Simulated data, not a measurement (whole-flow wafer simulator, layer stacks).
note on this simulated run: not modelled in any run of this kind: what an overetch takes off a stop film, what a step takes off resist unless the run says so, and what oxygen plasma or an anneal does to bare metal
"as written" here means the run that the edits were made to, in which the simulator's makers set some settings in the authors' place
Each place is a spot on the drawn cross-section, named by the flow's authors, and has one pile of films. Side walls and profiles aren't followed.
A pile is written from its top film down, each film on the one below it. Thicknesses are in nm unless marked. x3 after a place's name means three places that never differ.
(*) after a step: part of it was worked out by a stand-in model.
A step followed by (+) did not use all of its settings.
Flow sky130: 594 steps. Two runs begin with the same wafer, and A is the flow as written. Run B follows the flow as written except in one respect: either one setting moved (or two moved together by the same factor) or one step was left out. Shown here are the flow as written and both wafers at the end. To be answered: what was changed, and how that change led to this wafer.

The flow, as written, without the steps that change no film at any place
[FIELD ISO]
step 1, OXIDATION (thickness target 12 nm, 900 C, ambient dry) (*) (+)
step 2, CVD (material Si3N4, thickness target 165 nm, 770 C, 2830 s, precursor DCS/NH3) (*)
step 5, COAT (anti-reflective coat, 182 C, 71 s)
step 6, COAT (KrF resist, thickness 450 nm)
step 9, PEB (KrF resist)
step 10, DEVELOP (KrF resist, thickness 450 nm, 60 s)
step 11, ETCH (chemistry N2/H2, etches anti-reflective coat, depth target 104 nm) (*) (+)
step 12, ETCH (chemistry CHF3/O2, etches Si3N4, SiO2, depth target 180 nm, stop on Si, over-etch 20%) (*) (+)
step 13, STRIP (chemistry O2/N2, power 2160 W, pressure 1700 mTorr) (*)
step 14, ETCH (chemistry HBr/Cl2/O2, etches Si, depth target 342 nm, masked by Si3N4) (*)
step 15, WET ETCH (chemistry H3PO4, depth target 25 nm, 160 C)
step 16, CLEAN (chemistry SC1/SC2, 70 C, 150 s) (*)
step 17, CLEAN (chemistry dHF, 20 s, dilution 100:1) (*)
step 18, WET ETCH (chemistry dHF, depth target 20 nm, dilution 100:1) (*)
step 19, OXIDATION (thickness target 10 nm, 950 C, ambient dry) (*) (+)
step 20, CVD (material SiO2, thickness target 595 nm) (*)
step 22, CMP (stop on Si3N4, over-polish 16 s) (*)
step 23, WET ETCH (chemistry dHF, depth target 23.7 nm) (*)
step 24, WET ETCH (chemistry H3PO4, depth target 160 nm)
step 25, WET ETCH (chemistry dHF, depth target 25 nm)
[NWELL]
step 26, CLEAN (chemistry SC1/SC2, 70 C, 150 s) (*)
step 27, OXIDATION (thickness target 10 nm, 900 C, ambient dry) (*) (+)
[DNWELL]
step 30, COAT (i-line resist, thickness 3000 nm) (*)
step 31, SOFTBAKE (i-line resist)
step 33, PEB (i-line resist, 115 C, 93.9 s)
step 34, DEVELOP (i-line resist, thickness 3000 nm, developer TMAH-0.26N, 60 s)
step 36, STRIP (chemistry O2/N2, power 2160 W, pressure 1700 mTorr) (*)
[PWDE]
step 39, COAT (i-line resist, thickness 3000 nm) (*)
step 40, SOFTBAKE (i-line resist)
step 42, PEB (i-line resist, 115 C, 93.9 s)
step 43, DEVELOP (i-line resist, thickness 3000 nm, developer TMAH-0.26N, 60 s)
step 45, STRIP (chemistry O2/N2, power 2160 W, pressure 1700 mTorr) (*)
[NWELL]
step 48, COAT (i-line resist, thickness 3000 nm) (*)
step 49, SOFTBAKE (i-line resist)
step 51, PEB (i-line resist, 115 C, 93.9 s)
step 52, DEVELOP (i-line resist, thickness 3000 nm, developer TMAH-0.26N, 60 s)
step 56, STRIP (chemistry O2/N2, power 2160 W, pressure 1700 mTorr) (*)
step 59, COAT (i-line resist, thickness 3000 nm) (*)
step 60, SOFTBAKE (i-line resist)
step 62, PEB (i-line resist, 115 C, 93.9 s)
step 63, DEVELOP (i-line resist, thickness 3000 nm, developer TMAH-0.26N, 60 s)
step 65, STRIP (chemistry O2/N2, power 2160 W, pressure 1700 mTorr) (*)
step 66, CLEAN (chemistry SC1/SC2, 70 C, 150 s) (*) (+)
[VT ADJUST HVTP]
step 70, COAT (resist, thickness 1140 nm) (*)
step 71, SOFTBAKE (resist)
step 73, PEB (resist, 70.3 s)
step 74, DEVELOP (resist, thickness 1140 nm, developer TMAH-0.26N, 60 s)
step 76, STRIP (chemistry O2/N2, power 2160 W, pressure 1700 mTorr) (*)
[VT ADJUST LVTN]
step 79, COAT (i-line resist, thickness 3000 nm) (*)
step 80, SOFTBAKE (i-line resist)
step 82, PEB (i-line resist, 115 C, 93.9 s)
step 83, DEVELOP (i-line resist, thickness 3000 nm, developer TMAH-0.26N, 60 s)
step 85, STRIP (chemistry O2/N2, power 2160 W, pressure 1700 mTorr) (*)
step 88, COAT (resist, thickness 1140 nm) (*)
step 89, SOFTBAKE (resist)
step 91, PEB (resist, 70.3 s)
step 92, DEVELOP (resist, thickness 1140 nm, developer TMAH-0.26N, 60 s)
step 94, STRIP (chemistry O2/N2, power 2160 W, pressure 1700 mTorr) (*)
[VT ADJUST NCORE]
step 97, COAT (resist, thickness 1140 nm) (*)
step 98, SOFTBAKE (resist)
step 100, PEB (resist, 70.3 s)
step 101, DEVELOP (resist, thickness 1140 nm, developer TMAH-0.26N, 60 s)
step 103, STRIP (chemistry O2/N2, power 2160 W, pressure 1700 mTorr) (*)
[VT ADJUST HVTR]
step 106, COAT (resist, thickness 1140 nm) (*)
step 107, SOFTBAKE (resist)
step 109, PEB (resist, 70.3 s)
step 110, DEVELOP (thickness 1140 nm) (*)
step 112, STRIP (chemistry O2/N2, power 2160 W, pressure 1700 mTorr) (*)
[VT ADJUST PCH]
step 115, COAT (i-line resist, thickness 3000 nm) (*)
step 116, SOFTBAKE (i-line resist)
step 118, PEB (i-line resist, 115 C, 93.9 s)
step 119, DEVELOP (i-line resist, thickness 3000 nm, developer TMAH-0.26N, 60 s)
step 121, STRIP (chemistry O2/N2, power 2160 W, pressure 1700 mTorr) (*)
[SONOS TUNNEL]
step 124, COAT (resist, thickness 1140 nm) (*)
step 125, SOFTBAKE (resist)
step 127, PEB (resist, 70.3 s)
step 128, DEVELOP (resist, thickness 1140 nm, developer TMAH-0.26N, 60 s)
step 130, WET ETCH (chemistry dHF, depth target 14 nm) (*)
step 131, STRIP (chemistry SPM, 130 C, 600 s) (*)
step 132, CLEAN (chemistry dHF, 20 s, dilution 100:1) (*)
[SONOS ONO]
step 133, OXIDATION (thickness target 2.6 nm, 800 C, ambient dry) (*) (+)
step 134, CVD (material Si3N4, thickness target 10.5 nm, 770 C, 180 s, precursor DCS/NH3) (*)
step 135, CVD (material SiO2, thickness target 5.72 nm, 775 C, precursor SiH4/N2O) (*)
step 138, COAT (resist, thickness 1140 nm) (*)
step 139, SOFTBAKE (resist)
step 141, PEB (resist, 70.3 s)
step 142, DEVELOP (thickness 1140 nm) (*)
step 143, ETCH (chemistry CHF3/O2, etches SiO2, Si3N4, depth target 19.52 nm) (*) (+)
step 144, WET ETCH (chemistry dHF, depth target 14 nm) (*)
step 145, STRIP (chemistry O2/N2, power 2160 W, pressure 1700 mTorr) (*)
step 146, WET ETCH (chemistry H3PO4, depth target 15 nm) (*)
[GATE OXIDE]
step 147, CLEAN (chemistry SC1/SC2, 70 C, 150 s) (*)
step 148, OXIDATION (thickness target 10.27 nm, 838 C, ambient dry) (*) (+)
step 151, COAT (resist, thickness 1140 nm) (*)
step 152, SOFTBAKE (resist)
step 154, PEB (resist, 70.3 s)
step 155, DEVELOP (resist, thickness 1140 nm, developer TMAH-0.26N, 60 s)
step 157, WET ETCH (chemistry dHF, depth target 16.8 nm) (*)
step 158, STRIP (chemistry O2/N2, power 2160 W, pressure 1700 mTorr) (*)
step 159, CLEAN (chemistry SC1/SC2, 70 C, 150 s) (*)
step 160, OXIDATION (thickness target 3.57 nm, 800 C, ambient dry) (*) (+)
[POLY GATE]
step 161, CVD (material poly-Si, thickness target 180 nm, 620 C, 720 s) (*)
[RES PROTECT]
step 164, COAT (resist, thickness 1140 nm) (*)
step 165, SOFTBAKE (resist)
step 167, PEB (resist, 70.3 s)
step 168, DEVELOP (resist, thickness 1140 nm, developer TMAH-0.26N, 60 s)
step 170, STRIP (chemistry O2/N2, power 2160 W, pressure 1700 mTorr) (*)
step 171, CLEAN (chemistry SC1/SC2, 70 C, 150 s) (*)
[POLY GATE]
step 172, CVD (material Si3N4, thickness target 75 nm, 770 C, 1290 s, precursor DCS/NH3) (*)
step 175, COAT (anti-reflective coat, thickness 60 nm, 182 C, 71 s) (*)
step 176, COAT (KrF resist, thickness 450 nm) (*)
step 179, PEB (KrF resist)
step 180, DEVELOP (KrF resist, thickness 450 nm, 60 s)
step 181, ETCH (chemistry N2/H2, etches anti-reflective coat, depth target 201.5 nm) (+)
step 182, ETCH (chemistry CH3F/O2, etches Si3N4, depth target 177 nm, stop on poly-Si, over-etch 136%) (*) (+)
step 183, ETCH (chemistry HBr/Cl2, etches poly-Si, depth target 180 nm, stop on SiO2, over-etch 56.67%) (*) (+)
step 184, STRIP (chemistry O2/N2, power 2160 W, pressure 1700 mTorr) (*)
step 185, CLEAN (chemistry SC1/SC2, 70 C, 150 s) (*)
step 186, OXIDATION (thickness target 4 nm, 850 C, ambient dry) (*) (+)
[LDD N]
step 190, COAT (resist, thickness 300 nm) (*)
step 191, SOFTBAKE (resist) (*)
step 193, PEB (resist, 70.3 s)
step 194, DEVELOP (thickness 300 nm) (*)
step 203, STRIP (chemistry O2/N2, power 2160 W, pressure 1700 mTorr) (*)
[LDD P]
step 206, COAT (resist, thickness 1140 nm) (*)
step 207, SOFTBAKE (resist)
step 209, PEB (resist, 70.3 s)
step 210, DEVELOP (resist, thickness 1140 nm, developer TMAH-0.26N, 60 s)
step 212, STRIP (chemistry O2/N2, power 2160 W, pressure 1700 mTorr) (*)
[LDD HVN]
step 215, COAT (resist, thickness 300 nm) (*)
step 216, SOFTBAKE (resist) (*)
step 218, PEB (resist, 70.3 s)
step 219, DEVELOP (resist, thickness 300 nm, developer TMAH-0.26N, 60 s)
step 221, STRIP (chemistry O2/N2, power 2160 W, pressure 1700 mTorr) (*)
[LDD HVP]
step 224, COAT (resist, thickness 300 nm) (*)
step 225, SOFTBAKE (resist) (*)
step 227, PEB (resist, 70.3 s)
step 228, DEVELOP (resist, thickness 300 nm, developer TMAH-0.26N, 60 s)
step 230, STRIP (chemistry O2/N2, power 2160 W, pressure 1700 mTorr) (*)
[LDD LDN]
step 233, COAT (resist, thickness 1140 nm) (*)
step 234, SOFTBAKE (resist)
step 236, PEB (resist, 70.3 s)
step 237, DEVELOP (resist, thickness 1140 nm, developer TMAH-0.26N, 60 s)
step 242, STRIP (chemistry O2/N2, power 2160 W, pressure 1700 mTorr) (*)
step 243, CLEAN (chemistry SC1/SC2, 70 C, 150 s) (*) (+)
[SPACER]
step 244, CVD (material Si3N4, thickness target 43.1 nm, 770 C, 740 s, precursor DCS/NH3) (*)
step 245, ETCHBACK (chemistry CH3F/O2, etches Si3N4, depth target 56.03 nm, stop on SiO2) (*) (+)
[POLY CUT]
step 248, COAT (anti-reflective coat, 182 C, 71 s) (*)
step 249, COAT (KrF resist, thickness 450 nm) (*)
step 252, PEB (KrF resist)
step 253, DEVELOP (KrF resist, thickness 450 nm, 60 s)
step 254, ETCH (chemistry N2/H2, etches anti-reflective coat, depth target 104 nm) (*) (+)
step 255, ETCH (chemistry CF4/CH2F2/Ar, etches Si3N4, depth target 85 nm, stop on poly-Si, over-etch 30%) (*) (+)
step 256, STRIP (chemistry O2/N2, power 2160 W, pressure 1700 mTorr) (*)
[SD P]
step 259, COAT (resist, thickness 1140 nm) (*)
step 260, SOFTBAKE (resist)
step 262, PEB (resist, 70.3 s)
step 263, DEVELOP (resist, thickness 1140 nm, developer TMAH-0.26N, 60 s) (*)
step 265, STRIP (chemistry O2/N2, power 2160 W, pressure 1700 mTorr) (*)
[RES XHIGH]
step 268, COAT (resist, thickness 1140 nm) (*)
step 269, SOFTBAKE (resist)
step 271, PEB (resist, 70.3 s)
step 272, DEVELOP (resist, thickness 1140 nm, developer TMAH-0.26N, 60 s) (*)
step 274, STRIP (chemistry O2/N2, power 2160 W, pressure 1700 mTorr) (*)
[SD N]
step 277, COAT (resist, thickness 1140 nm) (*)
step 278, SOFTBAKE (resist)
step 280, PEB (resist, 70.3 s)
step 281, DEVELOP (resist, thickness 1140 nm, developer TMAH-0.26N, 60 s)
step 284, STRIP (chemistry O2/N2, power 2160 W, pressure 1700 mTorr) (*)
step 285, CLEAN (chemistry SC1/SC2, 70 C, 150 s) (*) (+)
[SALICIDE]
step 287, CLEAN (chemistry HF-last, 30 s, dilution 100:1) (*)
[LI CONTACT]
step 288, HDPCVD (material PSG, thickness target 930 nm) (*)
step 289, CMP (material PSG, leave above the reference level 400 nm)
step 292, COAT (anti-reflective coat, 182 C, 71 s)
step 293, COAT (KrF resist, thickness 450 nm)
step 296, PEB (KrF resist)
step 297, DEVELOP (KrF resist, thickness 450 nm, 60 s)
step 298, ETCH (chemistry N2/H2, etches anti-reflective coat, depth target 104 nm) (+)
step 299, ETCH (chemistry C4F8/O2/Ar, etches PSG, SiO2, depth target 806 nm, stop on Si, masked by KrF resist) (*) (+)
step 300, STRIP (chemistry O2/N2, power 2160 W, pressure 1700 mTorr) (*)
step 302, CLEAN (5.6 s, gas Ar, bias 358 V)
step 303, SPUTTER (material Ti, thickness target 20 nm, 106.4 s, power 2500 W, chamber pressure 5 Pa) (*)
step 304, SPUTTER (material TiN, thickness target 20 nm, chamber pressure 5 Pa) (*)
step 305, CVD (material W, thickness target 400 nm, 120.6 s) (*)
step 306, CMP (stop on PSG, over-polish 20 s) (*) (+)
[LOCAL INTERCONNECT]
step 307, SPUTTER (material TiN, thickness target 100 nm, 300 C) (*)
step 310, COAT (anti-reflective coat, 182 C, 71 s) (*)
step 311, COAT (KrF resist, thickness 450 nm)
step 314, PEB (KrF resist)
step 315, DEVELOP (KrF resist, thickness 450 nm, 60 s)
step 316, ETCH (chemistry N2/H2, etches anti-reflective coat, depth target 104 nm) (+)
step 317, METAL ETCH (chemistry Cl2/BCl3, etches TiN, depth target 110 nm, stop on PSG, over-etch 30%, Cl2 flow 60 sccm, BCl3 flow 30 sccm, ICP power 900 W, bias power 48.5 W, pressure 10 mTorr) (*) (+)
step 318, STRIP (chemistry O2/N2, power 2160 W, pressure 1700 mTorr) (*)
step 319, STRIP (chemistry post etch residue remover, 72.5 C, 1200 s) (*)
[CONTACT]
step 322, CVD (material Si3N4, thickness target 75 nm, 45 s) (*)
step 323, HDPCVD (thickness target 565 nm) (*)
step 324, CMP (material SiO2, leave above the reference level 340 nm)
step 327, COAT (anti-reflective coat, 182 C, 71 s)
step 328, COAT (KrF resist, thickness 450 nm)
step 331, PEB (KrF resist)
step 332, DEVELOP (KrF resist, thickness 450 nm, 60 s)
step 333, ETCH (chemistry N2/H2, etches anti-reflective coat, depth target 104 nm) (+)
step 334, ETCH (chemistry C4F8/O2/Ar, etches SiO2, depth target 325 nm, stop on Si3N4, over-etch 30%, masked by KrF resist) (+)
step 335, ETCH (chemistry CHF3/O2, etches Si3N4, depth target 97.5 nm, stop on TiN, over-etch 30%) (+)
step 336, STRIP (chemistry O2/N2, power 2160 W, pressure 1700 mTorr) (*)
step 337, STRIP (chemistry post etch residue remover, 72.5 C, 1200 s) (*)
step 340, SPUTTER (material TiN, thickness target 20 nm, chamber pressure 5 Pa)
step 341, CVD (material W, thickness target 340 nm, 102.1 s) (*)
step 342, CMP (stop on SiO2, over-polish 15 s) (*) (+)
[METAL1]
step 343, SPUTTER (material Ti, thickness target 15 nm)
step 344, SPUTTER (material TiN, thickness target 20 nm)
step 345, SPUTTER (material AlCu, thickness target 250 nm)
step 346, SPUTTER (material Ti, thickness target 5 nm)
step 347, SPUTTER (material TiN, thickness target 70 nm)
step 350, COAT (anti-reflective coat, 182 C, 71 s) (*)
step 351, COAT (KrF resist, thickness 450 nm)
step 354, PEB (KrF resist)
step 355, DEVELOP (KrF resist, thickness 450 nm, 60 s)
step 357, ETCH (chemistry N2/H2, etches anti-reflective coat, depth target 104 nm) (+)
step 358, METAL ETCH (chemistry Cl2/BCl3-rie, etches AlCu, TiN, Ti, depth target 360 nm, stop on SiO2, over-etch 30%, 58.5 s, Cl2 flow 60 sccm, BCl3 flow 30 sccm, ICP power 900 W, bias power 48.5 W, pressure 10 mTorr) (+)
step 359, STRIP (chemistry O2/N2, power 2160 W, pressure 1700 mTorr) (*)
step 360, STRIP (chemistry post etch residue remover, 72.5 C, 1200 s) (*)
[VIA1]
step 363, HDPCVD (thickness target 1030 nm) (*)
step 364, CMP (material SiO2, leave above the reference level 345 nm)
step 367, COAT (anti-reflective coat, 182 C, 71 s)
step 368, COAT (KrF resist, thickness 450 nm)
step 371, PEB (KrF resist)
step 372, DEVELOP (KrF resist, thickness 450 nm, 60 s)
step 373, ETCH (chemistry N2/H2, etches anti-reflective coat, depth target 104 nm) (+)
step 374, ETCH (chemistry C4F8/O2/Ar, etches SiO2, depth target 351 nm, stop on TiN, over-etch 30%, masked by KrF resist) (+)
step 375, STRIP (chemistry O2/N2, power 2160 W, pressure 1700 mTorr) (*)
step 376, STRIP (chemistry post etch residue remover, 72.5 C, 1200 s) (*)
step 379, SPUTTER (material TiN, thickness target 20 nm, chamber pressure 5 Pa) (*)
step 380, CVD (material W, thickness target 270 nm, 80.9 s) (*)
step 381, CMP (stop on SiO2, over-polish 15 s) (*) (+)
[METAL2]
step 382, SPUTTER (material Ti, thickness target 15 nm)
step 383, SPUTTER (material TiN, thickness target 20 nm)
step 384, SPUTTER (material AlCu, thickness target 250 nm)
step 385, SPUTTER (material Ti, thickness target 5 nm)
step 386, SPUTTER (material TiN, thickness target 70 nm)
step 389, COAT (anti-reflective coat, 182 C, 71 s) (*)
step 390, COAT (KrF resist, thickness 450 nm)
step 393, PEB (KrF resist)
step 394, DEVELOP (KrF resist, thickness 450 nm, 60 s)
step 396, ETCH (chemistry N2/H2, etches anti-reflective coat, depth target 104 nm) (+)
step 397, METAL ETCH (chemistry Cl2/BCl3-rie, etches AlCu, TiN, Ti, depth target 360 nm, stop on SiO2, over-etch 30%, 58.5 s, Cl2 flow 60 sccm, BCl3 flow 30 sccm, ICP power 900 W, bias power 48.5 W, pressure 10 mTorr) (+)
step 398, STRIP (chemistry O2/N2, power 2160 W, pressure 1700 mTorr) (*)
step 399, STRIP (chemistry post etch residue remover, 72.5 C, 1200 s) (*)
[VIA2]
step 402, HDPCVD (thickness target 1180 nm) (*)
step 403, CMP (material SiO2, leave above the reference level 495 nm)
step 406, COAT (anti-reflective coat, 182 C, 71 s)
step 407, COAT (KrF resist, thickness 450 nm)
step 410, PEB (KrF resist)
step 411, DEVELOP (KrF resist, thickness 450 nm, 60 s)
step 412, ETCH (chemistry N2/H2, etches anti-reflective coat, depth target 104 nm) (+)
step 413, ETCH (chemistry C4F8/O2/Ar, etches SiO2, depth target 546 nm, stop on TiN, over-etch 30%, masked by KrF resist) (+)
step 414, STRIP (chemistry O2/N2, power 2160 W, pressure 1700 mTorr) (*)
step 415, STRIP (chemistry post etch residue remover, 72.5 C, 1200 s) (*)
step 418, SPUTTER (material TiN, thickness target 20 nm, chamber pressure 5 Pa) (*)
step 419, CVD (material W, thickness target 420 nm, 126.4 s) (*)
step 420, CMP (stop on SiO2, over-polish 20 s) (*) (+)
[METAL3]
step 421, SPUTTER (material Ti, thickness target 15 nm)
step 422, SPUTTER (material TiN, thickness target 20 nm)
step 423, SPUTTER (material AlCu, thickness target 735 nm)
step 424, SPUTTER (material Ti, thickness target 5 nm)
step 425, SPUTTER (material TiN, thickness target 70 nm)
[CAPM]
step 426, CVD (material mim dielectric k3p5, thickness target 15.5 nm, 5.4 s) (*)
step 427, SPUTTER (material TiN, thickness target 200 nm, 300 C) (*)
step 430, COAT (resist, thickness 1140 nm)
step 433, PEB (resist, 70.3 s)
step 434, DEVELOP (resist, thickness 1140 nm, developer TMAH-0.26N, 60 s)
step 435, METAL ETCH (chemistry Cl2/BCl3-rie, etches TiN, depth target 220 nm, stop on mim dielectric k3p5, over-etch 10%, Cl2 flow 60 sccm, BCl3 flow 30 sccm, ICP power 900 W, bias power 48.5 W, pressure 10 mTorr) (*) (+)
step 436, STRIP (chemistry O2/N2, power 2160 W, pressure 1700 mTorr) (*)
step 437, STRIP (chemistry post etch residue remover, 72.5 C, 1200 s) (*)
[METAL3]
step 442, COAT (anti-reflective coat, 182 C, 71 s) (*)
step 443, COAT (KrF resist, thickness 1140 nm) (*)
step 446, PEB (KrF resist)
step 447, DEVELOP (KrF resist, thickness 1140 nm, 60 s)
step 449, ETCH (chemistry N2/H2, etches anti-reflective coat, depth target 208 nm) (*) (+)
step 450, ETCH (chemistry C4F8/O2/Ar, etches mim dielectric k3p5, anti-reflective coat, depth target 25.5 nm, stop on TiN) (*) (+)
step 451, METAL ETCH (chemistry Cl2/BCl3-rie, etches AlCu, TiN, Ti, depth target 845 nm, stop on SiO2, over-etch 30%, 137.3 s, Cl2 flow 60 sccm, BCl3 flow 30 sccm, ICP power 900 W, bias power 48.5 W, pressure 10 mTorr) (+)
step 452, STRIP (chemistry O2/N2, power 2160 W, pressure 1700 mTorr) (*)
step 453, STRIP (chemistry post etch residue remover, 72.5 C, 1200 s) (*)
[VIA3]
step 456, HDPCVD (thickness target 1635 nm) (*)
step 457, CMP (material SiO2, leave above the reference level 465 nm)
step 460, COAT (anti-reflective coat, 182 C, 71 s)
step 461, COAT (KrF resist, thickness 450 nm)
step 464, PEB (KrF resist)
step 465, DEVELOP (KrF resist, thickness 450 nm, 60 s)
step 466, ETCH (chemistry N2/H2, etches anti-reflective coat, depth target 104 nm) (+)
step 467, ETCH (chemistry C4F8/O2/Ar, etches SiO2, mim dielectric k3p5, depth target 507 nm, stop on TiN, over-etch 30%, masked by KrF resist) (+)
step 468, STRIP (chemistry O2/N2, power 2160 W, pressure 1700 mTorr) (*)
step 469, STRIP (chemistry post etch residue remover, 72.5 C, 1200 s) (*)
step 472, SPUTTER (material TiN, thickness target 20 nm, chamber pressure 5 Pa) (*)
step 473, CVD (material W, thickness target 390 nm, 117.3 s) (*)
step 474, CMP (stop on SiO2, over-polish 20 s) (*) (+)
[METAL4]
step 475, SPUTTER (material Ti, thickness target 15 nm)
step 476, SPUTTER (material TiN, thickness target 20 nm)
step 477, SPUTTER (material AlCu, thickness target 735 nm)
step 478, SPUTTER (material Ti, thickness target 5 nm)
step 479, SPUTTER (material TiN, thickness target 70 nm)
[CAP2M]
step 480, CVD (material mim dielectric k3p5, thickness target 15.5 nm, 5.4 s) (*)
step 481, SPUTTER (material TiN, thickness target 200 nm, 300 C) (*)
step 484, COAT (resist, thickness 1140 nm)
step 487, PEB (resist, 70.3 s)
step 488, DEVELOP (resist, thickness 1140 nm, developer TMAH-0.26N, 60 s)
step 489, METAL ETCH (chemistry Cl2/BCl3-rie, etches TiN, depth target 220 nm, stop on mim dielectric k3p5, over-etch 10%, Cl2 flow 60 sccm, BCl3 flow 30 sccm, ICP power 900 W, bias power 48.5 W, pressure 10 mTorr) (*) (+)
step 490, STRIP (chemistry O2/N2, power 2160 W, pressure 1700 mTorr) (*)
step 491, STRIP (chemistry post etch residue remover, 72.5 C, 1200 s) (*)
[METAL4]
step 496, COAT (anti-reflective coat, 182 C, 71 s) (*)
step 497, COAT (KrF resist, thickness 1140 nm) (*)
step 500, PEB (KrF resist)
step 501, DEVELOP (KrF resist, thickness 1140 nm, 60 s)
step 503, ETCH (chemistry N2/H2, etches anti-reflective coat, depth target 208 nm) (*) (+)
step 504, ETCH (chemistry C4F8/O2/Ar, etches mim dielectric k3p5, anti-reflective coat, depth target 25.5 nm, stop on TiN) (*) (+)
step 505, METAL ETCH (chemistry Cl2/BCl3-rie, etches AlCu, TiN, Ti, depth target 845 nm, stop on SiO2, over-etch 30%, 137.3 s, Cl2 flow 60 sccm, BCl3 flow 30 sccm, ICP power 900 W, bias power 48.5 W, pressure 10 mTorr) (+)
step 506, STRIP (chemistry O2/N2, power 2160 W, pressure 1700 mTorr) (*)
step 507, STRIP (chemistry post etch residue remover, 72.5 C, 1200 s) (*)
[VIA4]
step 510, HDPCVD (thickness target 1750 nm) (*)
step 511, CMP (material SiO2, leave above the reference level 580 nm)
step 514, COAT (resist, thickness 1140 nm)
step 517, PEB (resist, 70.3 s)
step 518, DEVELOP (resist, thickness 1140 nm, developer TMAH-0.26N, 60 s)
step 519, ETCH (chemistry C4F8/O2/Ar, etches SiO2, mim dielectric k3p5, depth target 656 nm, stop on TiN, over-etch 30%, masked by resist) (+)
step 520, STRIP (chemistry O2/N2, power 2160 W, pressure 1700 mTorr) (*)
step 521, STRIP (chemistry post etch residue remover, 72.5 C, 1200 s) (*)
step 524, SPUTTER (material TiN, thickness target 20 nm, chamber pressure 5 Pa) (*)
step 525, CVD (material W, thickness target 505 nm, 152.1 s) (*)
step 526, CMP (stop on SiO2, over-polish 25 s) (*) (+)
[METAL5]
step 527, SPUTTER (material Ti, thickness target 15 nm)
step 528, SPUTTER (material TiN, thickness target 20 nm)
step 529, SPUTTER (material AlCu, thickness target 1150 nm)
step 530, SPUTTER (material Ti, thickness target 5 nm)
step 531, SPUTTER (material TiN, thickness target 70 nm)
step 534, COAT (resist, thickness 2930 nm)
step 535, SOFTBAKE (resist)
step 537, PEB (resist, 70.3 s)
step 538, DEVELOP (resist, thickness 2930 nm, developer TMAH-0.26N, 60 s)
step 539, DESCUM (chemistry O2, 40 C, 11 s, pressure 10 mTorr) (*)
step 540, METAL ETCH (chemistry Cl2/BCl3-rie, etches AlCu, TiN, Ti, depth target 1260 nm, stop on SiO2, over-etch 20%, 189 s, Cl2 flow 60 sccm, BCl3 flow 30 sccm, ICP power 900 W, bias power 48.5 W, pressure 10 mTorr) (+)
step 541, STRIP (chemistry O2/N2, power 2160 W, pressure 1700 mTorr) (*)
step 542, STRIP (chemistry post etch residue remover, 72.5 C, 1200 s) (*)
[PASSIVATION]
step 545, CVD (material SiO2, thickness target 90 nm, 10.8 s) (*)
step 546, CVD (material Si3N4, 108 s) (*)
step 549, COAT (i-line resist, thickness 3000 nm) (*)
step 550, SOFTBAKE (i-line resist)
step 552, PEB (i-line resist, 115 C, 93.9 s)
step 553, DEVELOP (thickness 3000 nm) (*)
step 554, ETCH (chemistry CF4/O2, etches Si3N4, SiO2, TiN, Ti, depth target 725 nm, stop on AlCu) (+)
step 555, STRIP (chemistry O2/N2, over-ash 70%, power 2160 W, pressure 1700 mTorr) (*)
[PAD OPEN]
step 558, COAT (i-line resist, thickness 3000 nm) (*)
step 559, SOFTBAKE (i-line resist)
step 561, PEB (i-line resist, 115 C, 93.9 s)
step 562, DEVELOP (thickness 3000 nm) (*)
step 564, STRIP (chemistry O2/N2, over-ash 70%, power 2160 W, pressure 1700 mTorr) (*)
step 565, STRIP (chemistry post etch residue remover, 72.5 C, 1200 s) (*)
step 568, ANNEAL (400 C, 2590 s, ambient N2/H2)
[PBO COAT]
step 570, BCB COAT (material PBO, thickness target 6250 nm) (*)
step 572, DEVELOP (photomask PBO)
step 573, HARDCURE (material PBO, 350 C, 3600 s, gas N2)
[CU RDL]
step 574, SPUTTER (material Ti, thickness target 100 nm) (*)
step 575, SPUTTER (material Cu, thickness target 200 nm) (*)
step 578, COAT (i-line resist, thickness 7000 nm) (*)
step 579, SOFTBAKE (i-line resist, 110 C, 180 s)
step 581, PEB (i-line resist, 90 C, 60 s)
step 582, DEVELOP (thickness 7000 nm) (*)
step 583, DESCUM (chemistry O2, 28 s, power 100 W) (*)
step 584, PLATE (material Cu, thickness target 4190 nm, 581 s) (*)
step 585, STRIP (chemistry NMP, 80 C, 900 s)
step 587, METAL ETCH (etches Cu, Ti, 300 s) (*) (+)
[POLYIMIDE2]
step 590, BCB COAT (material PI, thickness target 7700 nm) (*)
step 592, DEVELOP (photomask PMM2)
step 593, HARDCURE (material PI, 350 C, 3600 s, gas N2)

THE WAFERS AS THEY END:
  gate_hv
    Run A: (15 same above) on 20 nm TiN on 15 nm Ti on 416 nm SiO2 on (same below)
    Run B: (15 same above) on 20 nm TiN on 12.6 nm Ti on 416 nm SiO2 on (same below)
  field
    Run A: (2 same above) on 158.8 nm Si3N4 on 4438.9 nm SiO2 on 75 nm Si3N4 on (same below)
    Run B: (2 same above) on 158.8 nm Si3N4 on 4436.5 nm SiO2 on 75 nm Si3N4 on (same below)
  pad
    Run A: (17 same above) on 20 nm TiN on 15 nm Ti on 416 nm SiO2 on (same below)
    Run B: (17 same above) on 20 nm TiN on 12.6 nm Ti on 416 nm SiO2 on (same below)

Cause: step 421, SPUTTER: thickness target 12.6 nm was run, while the flow as written has thickness target 15 nm.
The wafer lets one read it off: gate_hv has Ti 12.6, and step 421 as written asks for 15 nm.

The path from the change to this, step by step:
  step 421, SPUTTER (material Ti, thickness target 15 nm)
      field, active, n_well and 188 more: A +15 Ti (new film) | B +12.6 Ti (new film)
  step 451, METAL ETCH (chemistry Cl2/BCl3-rie, etches AlCu, TiN, Ti, depth target 845 nm, stop on SiO2, over-etch 30%, 137.3 s, Cl2 flow 60 sccm, BCl3 flow 30 sccm, ICP power 900 W, bias power 48.5 W, pressure 10 mTorr) (+)
      field, gate, spacer and 68 more: A -70 TiN (all of it), -5 Ti (all of it), -735 AlCu (all of it), -20 TiN (all of it), -15 Ti (all of it), -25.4 SiO2 | B -70 TiN (all of it), -5 Ti (all of it), -735 AlCu (all of it), -20 TiN (all of it), -12.6 Ti (all of it), -25.6 SiO2
      active, vpp_ln, vpp_iso2 and 11 more: A -70 TiN (all of it), -5 Ti (all of it), -735 AlCu (all of it), -20 TiN (all of it), -15 Ti (all of it), -25.3 SiO2 | B -70 TiN (all of it), -5 Ti (all of it), -735 AlCu (all of it), -20 TiN (all of it), -12.6 Ti (all of it), -25.6 SiO2
